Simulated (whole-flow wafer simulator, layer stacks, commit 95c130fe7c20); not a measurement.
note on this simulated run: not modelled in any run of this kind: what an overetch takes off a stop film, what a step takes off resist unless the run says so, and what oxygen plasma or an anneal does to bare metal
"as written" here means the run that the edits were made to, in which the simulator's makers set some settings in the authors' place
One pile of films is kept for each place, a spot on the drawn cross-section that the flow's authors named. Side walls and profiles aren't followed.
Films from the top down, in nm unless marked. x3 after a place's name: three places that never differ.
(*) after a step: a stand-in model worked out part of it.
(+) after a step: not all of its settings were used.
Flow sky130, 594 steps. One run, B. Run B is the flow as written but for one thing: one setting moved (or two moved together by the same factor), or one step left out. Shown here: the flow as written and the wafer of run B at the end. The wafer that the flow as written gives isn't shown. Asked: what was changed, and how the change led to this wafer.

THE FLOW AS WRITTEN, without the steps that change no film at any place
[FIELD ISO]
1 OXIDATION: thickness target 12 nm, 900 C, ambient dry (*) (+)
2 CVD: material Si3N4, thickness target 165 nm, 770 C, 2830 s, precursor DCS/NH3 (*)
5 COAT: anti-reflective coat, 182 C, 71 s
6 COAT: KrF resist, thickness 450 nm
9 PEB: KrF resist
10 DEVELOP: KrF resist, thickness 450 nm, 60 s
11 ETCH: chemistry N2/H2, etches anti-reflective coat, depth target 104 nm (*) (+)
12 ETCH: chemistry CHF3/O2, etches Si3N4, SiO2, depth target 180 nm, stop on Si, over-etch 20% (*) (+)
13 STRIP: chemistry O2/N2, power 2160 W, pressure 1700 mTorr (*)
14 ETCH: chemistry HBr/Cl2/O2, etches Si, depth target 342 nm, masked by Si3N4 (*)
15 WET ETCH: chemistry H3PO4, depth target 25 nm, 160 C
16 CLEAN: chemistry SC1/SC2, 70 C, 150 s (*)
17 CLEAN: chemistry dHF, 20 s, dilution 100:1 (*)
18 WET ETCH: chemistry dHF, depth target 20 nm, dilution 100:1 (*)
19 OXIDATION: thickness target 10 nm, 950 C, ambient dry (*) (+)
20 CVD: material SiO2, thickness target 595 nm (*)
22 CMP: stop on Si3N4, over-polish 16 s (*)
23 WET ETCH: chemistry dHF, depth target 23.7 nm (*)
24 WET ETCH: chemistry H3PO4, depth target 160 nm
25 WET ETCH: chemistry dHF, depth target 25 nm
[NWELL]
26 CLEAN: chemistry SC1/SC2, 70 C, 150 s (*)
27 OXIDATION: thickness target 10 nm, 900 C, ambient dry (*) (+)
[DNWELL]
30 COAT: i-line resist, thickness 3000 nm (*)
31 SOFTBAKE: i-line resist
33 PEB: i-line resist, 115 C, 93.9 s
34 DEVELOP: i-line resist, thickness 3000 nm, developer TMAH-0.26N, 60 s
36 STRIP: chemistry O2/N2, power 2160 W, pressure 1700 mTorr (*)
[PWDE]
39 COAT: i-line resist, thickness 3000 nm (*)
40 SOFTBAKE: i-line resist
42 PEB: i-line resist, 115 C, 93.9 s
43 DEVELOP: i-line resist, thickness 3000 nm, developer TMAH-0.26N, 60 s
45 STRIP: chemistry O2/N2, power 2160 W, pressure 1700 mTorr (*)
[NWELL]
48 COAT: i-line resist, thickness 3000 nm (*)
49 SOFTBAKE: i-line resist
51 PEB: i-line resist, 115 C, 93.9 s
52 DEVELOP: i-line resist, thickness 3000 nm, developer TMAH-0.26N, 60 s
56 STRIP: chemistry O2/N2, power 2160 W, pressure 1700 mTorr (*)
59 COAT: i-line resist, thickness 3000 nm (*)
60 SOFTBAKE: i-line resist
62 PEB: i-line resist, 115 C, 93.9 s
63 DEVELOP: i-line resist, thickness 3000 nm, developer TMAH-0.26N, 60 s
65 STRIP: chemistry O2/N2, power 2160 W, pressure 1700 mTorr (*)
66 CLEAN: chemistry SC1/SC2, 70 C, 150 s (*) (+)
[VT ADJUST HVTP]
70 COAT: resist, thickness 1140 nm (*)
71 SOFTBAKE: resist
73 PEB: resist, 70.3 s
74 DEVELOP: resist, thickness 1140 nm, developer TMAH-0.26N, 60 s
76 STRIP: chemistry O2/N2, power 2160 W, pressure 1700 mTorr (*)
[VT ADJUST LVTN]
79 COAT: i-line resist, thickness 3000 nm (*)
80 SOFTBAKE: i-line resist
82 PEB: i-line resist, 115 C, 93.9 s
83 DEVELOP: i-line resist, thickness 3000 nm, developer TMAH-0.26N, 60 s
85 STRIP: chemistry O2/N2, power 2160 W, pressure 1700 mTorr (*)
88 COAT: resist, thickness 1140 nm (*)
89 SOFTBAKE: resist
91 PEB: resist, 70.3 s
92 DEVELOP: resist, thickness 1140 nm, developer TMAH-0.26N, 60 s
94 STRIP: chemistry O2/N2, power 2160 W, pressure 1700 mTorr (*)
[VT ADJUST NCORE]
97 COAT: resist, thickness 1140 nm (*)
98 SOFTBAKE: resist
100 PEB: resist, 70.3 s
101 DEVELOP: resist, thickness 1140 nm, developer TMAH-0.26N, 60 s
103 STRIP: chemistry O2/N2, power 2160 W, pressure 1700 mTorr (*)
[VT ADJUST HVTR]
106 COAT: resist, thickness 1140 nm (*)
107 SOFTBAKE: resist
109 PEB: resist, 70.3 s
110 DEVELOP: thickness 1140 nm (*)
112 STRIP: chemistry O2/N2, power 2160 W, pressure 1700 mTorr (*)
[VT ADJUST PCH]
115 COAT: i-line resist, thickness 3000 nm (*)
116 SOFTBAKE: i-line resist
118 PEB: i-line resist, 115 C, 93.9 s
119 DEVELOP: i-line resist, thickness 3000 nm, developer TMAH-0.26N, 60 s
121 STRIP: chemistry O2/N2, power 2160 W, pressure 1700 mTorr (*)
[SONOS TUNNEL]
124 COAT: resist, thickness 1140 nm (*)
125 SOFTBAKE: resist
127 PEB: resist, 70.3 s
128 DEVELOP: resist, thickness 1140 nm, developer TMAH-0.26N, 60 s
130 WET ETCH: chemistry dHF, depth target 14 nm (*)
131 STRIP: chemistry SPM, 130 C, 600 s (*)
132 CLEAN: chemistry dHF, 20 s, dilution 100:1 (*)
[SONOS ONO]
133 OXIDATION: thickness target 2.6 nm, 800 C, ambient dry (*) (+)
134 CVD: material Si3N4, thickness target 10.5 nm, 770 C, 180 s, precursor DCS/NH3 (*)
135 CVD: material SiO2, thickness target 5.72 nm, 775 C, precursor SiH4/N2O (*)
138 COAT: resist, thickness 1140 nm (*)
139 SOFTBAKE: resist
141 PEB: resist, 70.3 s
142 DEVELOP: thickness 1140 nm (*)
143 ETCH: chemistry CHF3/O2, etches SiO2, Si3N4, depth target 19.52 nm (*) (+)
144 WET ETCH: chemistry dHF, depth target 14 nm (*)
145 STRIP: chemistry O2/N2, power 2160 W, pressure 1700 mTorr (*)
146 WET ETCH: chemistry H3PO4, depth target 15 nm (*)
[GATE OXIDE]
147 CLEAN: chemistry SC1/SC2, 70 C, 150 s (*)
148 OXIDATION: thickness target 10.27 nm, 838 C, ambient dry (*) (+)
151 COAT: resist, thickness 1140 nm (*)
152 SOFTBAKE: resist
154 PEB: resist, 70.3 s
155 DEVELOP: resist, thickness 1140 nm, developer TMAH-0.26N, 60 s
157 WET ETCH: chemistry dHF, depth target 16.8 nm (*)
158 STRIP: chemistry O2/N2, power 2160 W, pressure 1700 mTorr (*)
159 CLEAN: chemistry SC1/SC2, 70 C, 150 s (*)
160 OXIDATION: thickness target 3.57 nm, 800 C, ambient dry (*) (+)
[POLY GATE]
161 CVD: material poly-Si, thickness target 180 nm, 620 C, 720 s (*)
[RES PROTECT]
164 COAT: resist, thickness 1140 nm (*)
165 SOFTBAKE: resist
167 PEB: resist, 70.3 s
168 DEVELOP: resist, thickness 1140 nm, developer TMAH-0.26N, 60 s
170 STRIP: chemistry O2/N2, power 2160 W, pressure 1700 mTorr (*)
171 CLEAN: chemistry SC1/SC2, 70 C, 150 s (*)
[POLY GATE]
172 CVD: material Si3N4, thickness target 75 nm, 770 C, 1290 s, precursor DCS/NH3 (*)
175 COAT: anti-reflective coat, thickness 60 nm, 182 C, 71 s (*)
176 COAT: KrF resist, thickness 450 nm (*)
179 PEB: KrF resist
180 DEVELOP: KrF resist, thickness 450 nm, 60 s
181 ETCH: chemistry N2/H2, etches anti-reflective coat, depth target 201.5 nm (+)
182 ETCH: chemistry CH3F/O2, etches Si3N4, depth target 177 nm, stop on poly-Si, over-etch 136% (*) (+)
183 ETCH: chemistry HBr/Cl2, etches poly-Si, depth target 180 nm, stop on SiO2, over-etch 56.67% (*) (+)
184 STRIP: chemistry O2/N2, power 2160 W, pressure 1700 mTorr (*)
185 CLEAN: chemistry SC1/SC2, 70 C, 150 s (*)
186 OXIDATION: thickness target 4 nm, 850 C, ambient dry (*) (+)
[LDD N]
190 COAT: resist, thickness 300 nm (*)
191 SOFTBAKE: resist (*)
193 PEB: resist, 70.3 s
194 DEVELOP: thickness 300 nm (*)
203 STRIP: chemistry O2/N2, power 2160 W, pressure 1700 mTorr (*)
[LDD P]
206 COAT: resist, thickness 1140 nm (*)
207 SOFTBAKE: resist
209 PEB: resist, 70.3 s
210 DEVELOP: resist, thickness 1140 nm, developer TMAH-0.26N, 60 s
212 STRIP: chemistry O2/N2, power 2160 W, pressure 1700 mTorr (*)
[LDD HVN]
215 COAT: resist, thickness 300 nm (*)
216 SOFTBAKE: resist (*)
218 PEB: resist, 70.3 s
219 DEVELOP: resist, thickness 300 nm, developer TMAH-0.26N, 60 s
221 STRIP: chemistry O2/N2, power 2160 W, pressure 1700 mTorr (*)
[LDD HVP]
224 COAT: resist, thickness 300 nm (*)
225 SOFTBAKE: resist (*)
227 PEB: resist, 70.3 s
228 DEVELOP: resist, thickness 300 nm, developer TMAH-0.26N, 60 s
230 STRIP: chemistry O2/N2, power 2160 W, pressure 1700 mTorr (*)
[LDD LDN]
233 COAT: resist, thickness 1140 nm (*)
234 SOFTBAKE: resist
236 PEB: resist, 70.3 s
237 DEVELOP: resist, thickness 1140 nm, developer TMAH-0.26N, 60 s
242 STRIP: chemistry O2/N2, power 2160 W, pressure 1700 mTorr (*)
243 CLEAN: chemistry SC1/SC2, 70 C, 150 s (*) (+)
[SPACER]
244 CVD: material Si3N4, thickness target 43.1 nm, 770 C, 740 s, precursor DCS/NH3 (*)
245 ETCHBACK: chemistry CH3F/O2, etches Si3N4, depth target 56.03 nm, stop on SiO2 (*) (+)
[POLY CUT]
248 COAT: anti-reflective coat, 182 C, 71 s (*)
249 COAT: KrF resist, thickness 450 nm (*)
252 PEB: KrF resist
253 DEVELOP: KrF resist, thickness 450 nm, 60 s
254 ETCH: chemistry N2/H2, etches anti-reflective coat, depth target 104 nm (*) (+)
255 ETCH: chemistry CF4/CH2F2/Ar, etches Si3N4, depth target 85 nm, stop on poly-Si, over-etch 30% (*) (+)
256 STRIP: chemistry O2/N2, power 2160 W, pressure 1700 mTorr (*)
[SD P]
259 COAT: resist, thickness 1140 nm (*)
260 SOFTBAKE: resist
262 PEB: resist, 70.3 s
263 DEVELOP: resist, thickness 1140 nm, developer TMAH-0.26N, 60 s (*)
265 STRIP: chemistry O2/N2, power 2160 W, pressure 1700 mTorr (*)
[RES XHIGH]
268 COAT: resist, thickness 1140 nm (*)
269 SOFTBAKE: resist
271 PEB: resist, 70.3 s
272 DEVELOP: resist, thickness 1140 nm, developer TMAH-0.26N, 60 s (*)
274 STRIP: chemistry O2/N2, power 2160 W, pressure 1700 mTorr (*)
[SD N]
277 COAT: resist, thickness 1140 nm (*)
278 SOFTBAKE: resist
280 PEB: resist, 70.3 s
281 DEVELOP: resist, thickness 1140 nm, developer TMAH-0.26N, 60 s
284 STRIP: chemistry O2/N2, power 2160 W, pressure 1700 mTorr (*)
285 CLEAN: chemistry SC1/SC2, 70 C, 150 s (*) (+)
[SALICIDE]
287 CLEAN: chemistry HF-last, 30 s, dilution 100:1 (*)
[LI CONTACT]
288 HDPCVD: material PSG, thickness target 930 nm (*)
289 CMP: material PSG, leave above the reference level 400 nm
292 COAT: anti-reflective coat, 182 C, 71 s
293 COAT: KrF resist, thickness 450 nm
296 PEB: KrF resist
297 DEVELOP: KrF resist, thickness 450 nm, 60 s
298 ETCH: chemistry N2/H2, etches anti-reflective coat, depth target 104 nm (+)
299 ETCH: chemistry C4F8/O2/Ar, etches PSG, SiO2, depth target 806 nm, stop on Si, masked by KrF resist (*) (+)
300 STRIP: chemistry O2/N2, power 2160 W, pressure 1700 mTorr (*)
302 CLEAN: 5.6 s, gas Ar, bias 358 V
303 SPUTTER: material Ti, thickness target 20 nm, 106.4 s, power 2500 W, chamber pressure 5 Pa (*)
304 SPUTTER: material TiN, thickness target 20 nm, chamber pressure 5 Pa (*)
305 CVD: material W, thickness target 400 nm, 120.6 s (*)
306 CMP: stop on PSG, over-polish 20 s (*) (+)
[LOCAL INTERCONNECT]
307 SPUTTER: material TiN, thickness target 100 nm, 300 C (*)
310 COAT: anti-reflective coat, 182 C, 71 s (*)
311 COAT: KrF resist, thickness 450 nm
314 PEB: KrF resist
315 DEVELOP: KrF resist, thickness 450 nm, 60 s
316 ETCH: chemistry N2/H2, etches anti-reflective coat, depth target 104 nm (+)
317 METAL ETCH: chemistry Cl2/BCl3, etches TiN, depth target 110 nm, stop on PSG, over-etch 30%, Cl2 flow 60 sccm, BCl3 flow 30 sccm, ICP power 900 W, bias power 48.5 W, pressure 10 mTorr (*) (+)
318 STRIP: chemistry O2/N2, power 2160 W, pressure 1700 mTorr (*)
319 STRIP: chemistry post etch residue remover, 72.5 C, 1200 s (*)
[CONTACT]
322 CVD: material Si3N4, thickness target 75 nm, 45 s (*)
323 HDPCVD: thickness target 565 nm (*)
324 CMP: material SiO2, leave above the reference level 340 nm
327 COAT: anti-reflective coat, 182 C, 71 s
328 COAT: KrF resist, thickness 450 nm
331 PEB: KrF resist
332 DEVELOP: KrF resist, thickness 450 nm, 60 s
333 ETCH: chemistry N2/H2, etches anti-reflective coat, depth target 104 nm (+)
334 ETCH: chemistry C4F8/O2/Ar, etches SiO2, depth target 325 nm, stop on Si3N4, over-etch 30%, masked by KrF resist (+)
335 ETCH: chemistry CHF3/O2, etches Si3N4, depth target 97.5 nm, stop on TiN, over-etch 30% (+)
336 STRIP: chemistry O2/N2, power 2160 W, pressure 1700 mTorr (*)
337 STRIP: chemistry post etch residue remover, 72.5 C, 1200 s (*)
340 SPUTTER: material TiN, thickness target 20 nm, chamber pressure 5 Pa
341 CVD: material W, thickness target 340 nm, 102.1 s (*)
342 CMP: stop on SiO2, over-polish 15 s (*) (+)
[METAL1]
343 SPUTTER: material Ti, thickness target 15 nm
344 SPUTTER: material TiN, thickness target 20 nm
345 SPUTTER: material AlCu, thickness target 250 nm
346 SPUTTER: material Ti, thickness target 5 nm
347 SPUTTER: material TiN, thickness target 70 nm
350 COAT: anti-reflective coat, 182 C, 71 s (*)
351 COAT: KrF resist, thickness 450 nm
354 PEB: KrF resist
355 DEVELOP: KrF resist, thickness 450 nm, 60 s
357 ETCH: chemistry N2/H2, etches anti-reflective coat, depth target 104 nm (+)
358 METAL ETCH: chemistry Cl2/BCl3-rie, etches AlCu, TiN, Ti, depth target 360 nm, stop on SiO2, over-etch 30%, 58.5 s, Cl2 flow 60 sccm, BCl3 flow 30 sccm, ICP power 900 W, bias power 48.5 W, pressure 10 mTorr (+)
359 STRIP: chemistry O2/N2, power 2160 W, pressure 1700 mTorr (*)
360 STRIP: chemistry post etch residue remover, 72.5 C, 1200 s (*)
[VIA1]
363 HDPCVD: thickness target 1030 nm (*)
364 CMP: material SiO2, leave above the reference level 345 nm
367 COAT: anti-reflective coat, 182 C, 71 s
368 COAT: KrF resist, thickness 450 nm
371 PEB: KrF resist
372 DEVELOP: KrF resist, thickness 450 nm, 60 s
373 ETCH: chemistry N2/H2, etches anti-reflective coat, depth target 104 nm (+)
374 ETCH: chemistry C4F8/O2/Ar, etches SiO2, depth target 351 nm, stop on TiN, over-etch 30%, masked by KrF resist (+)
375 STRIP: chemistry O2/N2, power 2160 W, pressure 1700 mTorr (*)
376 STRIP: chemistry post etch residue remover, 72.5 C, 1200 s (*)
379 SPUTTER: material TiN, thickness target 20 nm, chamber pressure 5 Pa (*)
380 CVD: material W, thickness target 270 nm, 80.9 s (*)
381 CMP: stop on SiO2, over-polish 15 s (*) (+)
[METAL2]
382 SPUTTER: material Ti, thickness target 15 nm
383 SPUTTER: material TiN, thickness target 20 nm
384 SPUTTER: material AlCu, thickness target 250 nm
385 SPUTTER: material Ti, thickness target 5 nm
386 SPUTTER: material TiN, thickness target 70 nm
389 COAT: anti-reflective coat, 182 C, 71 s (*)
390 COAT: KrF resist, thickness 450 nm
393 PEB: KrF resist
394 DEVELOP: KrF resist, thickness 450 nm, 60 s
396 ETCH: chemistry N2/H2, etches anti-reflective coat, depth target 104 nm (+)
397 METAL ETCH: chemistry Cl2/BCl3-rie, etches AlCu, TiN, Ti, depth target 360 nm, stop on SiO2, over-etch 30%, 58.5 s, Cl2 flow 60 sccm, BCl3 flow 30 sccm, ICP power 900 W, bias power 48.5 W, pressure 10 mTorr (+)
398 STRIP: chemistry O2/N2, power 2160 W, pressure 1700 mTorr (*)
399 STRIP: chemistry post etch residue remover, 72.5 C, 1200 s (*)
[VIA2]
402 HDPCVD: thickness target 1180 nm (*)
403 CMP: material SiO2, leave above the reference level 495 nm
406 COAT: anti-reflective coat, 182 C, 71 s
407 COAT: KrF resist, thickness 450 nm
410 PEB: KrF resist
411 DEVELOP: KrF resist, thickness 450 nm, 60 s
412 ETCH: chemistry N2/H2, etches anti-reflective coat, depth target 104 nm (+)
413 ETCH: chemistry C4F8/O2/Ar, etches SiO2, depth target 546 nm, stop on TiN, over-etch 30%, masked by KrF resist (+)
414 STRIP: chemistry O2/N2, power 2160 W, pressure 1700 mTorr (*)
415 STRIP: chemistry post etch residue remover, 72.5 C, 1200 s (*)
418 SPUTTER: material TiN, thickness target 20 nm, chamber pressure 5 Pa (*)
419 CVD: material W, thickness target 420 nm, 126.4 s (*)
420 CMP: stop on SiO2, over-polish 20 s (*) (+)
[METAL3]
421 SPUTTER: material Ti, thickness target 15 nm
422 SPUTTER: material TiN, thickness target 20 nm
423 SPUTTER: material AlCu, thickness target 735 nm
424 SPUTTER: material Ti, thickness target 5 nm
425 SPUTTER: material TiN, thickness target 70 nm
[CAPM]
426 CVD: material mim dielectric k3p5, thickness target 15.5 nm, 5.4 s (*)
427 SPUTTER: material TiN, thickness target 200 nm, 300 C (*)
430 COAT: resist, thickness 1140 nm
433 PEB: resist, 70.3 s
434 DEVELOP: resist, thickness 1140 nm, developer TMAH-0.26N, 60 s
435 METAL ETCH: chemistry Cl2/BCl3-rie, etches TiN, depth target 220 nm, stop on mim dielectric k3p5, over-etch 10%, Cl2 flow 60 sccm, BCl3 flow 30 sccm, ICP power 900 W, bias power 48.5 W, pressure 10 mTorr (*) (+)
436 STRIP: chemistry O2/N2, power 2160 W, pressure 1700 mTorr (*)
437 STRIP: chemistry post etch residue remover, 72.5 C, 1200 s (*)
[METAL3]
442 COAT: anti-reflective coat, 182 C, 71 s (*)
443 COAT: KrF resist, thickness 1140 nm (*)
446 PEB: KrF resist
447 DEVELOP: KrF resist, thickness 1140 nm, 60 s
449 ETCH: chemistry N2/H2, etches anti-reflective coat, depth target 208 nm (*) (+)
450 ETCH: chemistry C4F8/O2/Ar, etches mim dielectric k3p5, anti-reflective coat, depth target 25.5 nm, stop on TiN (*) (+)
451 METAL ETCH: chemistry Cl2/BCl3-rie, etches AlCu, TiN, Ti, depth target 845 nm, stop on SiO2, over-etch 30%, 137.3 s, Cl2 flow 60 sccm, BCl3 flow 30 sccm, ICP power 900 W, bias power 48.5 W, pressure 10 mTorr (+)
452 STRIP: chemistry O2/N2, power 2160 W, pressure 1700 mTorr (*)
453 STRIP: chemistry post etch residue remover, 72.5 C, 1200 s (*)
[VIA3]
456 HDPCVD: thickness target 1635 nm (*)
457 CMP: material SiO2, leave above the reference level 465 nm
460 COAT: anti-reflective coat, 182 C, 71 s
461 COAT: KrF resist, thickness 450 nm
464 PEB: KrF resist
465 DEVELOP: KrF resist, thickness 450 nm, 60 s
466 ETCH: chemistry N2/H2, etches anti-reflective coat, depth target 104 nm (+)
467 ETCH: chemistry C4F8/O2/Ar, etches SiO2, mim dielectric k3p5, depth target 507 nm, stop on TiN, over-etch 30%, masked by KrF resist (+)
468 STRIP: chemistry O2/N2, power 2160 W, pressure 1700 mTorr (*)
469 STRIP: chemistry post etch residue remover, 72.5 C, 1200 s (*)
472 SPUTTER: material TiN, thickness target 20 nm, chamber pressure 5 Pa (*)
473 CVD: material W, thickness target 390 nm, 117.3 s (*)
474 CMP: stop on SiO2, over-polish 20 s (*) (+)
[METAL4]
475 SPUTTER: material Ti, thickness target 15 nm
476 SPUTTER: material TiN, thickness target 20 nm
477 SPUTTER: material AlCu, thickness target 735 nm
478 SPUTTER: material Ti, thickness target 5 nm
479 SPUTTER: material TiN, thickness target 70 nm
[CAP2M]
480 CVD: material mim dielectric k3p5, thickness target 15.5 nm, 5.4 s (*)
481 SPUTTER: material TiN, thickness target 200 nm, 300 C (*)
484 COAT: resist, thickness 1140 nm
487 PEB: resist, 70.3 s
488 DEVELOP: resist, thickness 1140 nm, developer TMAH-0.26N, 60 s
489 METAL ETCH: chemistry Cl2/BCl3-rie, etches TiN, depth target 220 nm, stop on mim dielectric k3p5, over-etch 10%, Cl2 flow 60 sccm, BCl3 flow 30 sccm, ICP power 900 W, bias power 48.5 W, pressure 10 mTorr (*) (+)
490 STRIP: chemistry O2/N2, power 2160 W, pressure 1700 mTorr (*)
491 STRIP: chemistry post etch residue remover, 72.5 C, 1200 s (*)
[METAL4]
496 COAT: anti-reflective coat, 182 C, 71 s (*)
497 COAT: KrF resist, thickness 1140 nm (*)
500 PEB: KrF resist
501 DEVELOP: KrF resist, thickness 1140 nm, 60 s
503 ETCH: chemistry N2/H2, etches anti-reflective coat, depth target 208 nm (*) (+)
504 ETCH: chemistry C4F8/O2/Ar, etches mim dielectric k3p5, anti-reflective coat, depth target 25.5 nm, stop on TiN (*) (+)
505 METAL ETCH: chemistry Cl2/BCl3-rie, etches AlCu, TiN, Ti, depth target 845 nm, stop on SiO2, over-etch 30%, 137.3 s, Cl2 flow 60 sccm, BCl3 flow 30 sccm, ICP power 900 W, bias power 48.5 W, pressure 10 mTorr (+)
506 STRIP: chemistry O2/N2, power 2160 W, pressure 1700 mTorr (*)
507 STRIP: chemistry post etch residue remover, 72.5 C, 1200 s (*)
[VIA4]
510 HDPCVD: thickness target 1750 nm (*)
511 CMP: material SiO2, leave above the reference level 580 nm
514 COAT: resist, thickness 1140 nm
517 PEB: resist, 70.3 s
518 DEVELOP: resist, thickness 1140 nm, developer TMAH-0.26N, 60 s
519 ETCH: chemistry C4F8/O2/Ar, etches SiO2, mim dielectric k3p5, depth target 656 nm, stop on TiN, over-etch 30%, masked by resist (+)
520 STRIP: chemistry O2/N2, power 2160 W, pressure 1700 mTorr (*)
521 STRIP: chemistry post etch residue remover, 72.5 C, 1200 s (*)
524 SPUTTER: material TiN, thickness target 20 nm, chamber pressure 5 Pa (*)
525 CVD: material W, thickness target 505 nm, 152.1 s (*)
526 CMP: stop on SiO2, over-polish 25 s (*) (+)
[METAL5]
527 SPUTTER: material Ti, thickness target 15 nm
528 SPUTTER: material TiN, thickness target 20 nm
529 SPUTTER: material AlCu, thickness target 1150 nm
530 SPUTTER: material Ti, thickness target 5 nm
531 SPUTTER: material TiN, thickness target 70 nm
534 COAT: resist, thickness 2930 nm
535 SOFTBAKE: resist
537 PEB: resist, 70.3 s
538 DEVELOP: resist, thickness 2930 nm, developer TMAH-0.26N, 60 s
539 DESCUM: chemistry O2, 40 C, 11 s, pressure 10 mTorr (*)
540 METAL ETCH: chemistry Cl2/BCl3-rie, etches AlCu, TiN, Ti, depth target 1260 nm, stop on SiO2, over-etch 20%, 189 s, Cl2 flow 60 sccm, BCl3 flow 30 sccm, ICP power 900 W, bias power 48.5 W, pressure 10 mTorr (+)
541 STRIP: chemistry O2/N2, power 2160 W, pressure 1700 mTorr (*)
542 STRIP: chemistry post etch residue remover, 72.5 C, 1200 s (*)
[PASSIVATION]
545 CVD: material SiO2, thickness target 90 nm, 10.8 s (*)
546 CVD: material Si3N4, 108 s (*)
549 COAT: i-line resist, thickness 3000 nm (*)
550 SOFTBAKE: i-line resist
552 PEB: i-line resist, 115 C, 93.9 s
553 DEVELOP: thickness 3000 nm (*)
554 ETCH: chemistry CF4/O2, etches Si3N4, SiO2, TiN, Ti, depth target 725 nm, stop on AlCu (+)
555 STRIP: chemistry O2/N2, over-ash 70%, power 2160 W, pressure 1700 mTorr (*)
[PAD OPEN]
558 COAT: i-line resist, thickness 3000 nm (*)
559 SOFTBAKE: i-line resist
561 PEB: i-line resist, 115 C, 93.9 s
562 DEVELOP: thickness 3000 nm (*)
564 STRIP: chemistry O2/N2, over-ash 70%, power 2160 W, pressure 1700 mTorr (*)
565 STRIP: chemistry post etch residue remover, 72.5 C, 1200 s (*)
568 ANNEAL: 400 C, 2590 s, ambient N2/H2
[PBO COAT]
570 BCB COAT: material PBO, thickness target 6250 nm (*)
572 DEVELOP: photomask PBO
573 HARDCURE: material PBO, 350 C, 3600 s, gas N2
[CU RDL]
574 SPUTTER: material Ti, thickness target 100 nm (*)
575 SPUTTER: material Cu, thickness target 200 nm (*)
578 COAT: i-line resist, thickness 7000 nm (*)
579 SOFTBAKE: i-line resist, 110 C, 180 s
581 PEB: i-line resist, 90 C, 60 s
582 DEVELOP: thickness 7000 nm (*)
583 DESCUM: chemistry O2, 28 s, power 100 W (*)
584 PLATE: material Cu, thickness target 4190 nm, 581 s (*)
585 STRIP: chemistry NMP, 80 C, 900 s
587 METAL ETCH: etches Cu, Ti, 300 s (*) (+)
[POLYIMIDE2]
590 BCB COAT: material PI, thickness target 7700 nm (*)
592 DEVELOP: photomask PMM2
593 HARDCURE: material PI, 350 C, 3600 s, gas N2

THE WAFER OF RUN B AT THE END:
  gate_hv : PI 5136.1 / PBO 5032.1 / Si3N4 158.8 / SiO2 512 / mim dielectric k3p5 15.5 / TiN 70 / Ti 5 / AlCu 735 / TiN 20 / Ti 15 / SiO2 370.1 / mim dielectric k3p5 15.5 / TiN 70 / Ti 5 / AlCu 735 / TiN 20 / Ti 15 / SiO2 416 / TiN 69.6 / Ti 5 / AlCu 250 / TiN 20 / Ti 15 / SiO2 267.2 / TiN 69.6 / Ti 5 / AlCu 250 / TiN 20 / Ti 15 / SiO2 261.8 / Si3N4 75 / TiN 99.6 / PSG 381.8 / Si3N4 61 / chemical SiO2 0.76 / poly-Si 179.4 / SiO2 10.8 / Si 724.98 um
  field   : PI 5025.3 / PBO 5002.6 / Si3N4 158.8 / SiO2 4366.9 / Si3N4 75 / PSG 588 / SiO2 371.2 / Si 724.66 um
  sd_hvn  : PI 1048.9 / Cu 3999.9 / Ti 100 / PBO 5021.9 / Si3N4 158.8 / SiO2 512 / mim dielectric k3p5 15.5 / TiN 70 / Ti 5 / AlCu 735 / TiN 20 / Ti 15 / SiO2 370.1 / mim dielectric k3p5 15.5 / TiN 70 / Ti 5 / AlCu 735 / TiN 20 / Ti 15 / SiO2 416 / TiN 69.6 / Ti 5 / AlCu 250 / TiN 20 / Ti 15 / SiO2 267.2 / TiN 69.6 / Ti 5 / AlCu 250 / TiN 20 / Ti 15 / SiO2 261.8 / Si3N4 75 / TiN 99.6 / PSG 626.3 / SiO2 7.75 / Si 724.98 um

The cause: step 511, CMP: leave above the reference level 508 nm was run, where the flow has leave above the reference level 580 nm.

How the change led to this, step by step:
  511 CMP: material SiO2, leave above the reference level 580 nm
      n_well, p_well, gate_hv and 99 more: SiO2 -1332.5 (as written it would be: SiO2 -1260.5)
      field, active, gate and 77 more: SiO2 -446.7 (as written it would be: SiO2 -374.7)
      (and at 11 more places)
  519 ETCH: chemistry C4F8/O2/Ar, etches SiO2, mim dielectric k3p5, depth target 656 nm, stop on TiN, over-etch 30%, masked by resist (+)
      field, active, n_well and 188 more: resist -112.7 (as written it would be: resist -131.2)
      m1: SiO2 -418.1 (all of it), mim dielectric k3p5 -15.5 (all of it) (as written it would be: SiO2 -490.1 (all of it), mim dielectric k3p5 -15.5 (all of it))
      (and at 1 more place)
  525 CVD: material W, thickness target 505 nm, 152.1 s (*)
      m1: W +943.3 (new film) (as written it would be: W +1015.8 (new film))
      via4_hole: W +942.7 (new film) (as written it would be: W +1015.2 (new film))
